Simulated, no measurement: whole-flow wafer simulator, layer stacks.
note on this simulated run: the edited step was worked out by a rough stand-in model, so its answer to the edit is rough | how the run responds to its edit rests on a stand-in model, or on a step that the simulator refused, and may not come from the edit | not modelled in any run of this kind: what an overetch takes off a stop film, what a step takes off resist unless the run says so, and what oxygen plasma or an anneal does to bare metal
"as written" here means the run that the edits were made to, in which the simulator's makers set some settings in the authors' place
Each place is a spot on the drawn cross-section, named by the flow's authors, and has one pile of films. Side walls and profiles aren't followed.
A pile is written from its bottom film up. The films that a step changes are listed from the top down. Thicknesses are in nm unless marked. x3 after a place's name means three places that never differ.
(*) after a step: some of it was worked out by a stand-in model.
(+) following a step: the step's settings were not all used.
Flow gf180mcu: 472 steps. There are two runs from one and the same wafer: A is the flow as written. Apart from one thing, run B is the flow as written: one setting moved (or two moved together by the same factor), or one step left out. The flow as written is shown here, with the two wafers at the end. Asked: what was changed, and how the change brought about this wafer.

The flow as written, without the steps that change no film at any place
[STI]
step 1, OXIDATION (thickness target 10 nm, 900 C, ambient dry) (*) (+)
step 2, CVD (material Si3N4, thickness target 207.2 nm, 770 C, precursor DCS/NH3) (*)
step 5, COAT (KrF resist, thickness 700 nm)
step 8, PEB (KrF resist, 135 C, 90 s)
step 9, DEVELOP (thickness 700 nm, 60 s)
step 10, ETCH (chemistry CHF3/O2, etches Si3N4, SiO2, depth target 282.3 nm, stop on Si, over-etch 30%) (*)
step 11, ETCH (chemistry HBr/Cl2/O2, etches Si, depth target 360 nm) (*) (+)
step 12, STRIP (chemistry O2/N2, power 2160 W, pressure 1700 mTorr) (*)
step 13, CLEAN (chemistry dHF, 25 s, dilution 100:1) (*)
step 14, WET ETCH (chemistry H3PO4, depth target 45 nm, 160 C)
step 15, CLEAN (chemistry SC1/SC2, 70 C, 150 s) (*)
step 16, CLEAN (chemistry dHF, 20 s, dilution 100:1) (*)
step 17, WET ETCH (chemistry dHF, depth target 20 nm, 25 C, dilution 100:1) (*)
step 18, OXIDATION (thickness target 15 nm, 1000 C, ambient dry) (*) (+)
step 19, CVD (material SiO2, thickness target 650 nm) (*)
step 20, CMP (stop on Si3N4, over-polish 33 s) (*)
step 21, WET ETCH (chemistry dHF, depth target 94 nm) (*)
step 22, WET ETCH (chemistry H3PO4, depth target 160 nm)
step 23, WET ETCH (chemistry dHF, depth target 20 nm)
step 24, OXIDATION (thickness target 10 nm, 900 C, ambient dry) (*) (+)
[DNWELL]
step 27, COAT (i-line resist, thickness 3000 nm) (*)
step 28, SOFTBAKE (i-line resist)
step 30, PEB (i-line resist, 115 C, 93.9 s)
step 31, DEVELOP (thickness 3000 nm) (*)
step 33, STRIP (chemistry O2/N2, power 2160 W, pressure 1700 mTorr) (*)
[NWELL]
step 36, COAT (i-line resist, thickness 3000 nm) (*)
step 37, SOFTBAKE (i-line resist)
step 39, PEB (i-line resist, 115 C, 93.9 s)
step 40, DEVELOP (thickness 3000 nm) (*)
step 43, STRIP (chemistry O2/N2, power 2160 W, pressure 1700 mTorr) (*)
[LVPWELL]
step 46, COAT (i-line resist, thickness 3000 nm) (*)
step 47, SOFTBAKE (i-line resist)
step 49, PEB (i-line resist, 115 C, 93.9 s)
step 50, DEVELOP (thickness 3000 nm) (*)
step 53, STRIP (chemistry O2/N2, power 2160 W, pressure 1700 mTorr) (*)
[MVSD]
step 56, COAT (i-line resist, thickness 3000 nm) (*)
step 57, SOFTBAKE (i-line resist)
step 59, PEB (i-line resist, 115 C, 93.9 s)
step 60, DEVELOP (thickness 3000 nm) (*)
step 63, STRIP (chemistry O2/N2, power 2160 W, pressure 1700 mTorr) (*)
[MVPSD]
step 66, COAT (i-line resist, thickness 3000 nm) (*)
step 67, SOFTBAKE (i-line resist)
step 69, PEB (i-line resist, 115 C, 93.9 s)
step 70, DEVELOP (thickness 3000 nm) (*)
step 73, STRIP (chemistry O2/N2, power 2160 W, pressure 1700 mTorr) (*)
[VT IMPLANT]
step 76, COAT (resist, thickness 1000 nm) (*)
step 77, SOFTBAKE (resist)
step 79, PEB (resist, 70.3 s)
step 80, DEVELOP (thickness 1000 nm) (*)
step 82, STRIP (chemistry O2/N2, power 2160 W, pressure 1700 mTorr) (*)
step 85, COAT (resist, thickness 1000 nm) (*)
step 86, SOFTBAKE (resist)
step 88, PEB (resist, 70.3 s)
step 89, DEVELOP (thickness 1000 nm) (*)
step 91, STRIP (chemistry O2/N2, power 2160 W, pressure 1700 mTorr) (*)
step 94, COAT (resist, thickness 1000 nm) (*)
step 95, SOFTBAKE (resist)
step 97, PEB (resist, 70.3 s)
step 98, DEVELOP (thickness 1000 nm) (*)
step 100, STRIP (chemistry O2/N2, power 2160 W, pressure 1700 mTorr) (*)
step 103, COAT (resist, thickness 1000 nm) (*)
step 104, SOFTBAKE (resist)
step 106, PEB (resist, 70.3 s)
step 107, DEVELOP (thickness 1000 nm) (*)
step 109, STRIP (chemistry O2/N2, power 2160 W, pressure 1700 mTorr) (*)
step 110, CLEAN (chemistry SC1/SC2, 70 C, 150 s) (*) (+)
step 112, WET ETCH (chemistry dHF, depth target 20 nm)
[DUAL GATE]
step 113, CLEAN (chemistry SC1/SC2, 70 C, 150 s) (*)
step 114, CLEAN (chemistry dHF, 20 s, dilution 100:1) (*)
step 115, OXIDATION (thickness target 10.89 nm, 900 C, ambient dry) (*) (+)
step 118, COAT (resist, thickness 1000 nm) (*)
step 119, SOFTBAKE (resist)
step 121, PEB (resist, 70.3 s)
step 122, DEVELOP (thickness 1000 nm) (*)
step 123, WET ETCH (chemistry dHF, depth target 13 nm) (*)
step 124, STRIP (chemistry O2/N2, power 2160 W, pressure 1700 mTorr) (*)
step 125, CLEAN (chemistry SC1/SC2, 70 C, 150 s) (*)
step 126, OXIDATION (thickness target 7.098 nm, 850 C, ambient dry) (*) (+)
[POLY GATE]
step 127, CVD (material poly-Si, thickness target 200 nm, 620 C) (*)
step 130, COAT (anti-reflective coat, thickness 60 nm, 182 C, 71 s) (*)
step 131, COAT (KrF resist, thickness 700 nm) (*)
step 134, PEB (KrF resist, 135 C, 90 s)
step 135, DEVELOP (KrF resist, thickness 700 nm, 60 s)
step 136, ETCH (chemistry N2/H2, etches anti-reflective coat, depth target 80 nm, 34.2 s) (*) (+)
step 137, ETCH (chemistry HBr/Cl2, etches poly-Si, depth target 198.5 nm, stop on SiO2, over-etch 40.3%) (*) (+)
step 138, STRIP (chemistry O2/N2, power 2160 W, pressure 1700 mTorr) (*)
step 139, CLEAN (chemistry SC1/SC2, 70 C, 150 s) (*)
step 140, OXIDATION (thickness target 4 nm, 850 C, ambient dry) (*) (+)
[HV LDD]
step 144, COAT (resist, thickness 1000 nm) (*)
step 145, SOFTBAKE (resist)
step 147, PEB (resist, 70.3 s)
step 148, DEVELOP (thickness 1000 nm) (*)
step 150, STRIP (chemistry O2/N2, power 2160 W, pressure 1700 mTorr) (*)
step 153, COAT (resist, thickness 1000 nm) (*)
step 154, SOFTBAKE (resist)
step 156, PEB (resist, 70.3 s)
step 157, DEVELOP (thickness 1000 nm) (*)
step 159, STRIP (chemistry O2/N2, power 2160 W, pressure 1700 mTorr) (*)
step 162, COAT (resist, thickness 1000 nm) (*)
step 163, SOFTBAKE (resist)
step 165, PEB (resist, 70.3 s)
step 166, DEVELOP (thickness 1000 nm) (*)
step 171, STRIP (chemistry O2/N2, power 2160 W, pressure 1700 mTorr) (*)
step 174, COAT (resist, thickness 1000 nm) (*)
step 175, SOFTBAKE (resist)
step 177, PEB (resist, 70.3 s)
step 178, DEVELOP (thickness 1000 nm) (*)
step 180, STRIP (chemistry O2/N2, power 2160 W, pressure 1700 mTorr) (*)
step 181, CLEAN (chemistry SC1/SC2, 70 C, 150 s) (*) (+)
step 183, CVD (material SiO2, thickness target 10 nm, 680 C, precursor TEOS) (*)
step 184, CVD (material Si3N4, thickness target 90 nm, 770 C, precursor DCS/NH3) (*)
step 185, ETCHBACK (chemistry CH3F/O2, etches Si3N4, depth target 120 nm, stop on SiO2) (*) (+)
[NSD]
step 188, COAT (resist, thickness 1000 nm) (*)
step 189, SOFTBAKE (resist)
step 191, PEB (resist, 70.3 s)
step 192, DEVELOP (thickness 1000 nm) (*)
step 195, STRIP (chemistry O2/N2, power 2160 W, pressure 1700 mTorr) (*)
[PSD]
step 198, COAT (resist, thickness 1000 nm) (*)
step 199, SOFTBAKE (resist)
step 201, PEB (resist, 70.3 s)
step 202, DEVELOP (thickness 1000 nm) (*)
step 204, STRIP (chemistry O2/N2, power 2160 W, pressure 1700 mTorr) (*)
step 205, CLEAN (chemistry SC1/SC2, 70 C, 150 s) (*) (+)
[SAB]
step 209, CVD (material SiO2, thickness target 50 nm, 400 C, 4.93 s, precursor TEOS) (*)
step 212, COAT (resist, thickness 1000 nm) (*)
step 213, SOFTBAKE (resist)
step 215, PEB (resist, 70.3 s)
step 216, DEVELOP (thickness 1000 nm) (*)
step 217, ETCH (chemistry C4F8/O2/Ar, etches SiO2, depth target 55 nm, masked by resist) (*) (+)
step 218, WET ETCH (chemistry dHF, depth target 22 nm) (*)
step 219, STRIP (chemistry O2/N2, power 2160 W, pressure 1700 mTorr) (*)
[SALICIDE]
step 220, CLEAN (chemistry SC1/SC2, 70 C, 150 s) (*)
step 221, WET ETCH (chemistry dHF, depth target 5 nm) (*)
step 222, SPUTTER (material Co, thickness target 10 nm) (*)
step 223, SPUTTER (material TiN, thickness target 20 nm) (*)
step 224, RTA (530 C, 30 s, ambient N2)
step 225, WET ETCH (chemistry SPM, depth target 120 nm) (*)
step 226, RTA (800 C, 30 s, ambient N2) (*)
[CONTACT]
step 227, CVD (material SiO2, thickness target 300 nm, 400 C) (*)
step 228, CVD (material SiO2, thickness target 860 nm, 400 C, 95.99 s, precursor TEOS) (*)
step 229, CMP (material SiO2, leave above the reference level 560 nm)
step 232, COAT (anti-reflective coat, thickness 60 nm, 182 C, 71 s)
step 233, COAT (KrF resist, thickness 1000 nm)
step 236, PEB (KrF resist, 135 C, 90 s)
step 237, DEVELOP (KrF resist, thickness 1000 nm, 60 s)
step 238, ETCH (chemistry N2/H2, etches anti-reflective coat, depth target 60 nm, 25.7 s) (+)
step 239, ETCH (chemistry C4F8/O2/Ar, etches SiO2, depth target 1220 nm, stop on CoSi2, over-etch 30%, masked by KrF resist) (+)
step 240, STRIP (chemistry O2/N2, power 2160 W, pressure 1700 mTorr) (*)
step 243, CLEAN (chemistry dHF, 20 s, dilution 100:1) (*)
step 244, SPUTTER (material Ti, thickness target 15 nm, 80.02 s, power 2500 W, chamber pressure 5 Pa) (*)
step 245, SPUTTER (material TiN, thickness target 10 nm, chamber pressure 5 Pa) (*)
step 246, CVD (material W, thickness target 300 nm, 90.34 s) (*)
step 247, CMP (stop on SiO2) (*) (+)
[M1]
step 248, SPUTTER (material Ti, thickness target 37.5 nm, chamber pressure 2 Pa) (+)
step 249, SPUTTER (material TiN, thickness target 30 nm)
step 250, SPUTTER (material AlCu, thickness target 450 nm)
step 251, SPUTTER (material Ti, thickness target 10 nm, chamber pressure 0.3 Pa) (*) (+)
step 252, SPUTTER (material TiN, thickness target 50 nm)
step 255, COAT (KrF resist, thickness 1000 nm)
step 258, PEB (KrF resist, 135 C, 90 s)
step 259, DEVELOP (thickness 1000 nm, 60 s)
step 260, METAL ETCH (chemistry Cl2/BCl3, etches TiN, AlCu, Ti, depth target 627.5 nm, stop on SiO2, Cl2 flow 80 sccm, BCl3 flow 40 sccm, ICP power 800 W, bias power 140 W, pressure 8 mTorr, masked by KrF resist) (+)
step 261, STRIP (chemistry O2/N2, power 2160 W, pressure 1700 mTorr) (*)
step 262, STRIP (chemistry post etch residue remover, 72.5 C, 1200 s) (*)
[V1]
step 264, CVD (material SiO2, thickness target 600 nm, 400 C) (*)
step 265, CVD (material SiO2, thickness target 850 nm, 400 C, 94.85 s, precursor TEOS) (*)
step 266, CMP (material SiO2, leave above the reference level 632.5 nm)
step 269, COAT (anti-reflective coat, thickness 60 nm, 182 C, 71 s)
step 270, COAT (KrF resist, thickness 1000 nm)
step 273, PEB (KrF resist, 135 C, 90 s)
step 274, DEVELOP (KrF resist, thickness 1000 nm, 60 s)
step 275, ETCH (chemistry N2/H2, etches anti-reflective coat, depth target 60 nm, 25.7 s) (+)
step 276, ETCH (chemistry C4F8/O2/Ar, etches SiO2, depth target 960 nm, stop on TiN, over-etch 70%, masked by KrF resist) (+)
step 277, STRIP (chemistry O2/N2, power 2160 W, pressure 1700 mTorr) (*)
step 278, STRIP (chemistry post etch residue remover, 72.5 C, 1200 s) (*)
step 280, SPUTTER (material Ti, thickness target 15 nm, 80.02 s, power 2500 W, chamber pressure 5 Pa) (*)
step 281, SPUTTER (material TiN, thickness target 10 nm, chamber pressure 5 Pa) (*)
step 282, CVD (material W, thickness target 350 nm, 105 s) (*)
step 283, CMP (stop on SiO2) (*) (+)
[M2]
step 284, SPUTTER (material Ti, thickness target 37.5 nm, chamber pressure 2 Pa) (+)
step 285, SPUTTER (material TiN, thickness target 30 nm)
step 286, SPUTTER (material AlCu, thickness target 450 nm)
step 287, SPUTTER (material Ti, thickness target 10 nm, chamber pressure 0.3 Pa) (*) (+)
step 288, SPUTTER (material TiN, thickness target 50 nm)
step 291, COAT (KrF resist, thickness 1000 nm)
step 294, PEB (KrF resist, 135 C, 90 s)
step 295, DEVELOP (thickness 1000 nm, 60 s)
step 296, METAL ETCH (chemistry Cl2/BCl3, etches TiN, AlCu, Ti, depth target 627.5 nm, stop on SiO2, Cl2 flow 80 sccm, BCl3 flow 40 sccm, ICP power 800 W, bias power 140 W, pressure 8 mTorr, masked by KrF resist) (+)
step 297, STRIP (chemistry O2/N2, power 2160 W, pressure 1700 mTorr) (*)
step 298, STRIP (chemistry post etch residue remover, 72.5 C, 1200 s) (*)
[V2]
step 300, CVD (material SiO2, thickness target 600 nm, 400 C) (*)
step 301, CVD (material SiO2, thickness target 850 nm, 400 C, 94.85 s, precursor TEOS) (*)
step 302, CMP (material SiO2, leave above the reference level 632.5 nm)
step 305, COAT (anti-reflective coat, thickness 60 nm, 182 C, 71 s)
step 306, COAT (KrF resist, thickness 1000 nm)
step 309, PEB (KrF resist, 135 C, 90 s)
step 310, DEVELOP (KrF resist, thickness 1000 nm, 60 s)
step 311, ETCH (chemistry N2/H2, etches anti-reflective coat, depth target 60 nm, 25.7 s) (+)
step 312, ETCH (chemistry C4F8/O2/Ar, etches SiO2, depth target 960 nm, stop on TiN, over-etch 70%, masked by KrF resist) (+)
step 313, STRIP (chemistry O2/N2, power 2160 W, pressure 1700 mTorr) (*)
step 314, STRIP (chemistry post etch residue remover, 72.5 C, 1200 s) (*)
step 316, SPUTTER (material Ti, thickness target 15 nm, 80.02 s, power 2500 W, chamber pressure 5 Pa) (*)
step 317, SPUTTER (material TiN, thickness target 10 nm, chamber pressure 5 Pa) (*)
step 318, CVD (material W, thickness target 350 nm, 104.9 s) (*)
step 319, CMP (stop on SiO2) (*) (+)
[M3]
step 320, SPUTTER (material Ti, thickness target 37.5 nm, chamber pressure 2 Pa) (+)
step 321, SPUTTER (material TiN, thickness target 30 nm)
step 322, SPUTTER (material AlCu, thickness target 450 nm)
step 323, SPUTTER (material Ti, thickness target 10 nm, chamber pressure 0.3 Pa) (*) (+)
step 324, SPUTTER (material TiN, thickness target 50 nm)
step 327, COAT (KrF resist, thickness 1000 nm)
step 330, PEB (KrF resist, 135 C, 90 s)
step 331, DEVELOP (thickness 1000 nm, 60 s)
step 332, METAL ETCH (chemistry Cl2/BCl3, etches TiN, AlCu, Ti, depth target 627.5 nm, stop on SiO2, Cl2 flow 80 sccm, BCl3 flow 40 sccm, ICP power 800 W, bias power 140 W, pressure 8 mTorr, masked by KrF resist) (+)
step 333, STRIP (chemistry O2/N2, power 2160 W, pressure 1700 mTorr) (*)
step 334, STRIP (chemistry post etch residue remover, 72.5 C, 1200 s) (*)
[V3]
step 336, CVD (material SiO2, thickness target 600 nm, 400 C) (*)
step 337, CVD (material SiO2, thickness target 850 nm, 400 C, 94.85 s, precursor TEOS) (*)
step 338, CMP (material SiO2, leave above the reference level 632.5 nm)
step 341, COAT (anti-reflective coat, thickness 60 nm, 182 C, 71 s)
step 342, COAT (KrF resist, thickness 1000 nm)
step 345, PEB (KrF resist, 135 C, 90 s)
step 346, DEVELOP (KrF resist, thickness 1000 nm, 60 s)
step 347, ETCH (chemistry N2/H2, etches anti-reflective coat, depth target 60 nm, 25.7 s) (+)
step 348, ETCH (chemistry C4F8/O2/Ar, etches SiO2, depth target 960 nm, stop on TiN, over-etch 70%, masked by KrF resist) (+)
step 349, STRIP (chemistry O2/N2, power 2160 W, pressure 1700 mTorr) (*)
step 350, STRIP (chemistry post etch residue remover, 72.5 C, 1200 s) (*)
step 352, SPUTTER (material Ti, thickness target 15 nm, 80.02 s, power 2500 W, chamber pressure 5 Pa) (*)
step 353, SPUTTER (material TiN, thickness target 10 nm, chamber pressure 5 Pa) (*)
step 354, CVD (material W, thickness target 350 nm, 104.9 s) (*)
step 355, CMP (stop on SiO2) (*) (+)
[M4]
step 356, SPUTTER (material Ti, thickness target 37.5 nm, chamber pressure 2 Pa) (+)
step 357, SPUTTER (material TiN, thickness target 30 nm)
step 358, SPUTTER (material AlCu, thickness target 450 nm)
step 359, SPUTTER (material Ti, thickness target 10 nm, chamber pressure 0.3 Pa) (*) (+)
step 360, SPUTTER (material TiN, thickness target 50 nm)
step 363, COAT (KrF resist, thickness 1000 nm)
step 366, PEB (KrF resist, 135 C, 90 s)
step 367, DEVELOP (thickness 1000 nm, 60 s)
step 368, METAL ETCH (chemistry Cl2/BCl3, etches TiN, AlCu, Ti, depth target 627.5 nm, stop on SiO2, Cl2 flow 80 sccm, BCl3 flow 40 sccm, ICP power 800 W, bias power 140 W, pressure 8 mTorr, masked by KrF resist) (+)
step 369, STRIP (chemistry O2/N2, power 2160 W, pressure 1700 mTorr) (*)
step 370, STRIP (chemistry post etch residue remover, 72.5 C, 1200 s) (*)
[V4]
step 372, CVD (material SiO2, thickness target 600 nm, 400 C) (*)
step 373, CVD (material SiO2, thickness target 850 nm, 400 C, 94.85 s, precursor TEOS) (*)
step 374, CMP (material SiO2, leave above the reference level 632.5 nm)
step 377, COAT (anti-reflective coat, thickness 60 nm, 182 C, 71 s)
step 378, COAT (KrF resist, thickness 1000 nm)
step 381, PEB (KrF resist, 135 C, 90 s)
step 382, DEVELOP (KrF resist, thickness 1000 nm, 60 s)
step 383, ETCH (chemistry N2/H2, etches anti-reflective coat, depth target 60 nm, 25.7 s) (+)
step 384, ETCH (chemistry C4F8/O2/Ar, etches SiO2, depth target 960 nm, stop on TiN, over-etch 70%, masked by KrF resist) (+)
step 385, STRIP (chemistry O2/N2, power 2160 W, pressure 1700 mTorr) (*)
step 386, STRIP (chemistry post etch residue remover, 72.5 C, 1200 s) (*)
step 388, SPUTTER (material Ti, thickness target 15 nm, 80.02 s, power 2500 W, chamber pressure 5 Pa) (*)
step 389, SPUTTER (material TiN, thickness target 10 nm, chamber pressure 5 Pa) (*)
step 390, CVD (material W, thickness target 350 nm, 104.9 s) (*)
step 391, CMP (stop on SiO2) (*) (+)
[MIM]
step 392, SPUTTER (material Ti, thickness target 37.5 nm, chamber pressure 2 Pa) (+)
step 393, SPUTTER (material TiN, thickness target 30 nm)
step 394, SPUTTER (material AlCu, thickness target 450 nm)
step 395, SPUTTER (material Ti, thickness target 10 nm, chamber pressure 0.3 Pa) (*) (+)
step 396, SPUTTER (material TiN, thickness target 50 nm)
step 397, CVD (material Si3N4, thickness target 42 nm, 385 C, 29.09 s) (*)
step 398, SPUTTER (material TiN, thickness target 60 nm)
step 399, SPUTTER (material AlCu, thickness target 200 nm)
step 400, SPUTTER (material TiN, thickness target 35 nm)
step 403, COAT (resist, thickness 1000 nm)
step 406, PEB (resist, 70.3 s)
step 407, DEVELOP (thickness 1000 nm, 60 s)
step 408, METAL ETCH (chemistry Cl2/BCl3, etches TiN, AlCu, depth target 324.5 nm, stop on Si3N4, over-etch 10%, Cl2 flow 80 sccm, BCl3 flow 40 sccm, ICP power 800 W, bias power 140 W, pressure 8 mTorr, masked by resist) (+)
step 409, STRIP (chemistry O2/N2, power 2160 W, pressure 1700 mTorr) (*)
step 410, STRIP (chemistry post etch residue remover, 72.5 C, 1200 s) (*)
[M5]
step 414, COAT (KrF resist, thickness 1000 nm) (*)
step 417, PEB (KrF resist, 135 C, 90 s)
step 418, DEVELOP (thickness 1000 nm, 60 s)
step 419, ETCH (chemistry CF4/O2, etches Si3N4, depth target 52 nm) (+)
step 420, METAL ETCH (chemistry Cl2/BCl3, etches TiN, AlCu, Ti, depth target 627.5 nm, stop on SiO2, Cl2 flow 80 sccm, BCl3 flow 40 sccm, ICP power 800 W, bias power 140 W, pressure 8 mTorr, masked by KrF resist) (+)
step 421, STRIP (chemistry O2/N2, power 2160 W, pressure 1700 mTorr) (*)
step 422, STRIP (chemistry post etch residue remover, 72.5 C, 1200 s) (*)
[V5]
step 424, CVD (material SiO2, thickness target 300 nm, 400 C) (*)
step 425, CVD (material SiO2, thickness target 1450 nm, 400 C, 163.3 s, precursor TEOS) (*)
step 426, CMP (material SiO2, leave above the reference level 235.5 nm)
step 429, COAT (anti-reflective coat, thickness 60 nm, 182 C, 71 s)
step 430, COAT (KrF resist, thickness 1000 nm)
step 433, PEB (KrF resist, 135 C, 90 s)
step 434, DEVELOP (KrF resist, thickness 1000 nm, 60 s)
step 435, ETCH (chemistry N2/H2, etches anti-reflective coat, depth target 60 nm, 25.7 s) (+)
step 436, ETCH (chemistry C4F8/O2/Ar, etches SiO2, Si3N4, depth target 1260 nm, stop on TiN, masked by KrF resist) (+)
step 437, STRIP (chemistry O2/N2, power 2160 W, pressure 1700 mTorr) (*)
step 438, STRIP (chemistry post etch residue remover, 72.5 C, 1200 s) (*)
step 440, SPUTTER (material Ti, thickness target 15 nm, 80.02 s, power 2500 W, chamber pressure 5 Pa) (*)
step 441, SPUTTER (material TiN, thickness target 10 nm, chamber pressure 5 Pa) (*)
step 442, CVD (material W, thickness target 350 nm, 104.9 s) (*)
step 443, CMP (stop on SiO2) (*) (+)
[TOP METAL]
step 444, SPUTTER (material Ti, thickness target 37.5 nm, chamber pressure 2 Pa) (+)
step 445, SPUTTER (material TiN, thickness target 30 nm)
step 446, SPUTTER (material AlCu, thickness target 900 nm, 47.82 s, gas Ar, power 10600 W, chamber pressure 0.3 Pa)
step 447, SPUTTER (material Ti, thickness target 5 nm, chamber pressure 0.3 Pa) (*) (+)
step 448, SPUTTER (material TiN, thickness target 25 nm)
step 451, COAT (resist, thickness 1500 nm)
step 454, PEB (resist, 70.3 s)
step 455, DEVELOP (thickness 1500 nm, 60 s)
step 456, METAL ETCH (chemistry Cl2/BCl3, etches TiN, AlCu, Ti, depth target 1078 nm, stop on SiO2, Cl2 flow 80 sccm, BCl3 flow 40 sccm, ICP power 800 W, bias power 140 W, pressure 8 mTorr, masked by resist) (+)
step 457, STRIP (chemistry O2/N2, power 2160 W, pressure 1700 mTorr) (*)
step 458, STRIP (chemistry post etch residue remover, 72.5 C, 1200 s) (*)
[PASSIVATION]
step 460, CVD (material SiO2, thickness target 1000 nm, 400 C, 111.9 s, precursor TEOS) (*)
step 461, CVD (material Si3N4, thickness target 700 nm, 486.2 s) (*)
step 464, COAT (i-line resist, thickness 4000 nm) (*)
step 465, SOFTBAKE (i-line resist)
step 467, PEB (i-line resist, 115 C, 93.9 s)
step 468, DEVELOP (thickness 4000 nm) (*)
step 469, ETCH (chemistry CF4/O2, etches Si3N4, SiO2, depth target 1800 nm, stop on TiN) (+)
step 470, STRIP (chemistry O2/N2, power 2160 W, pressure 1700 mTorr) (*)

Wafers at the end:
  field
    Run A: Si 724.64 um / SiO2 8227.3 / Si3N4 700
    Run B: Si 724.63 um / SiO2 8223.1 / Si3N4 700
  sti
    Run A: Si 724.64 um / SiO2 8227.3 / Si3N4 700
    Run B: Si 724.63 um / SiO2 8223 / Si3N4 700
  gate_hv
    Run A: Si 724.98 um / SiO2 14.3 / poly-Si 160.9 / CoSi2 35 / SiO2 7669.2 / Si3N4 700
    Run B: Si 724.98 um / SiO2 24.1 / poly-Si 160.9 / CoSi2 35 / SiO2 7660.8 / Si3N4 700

Cause: step 24, OXIDATION: 1035 C was run, though the flow has 900 C.

The path from the change to this, step by step:
  step 24, OXIDATION (thickness target 10 nm, 900 C, ambient dry) (*) (+)
      active, n_well, p_well and 40 more: A SiO2 gains 10 (new film), Si loses 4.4 | B SiO2 gains 36 (new film), Si loses 15.9
      sti, mim_1p0, pad and 17 more: A SiO2 gains 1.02, Si loses 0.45 | B SiO2 gains 5.25, Si loses 2.31
      (also at 17 further places)
  step 28, SOFTBAKE (i-line resist)
      nw_enc_fld: A i-line resist loses 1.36 | B i-line resist gains 2.47
      field: A i-line resist gains 2.45 | B i-line resist gains 1.57
      (also at 39 further places)
  step 37, SOFTBAKE (i-line resist)
      nw_enc_fld: A i-line resist loses 1.36 | B i-line resist gains 2.47
      field: A i-line resist gains 2.45 | B i-line resist gains 1.57
      (also at 39 further places)
  step 47, SOFTBAKE (i-line resist)
      nw_enc_fld: A i-line resist loses 1.36 | B i-line resist gains 2.47
      field: A i-line resist gains 2.45 | B i-line resist gains 1.57
      (also at 39 further places)
  step 57, SOFTBAKE (i-line resist)
      nw_enc_fld: A i-line resist loses 1.36 | B i-line resist gains 2.47
      field: A i-line resist gains 2.45 | B i-line resist gains 1.57
      (also at 39 further places)
  step 67, SOFTBAKE (i-line resist)
      nw_enc_fld: A i-line resist loses 1.36 | B i-line resist gains 2.47
      field: A i-line resist gains 2.45 | B i-line resist gains 1.57
      (also at 39 further places)
  step 77, SOFTBAKE (resist)
      gate_p_hv: A resist gains 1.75 | B resist gains 1.12
      iso_ptap_sub: A resist gains 1.9 | B resist gains 1.33
      (also at 1 further place)
  step 86, SOFTBAKE (resist)
      gate_p_hv: A resist gains 1.75 | B resist gains 1.12
      iso_ptap_sub: A resist gains 1.9 | B resist gains 1.33
      (also at 1 further place)
  step 95, SOFTBAKE (resist)
      gate_p_hv: A resist gains 1.75 | B resist gains 1.12
      iso_ptap_sub: A resist gains 1.9 | B resist gains 1.33
      (also at 1 further place)
  step 104, SOFTBAKE (resist)
      gate_p_hv: A resist gains 1.75 | B resist gains 1.12
      iso_ptap_sub: A resist gains 1.9 | B resist gains 1.33
      (also at 1 further place)
  step 112, WET ETCH (chemistry dHF, depth target 20 nm)
      active, n_well, p_well and 40 more: A SiO2 loses 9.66 (all of it) | B SiO2 loses 20
  step 113, CLEAN (chemistry SC1/SC2, 70 C, 150 s) (*)
      active, n_well, p_well and 40 more: A chemical SiO2 gains 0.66 (new film), Si loses 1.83 | B SiO2 loses 0.34
  step 114, CLEAN (chemistry dHF, 20 s, dilution 100:1) (*)
      active, n_well, p_well and 40 more: A chemical SiO2 loses 0.66 (all of it) | B SiO2 loses 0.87
  step 115, OXIDATION (thickness target 10.89 nm, 900 C, ambient dry) (*) (+)
      active, n_well, p_well and 40 more: A SiO2 gains 10.9 (new film), Si loses 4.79 | B SiO2 gains 6.65, Si loses 2.93
  step 123, WET ETCH (chemistry dHF, depth target 13 nm) (*)
      active, n_well, p_well and 12 more: A SiO2 loses 10.9 (all of it) | B SiO2 loses 13
  step 124, STRIP (chemistry O2/N2, power 2160 W, pressure 1700 mTorr) (*)
      active, n_well, p_well and 12 more: A chemical SiO2 gains 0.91 (new film), Si loses 0.4 | B nothing
  ... 9 other steps ...
  step 229, CMP (material SiO2, leave above the reference level 560 nm)
      ldn_sep__w1, ldn_sep__w2, ldn_dft and 8 more: A SiO2 loses 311 | B SiO2 loses 319.5
      sti, mim_1p0, pad, dice_street, iso_nw_fld, iso_fld_sub: A SiO2 loses 296.8 | B SiO2 loses 305.3
      (also at 40 further places)
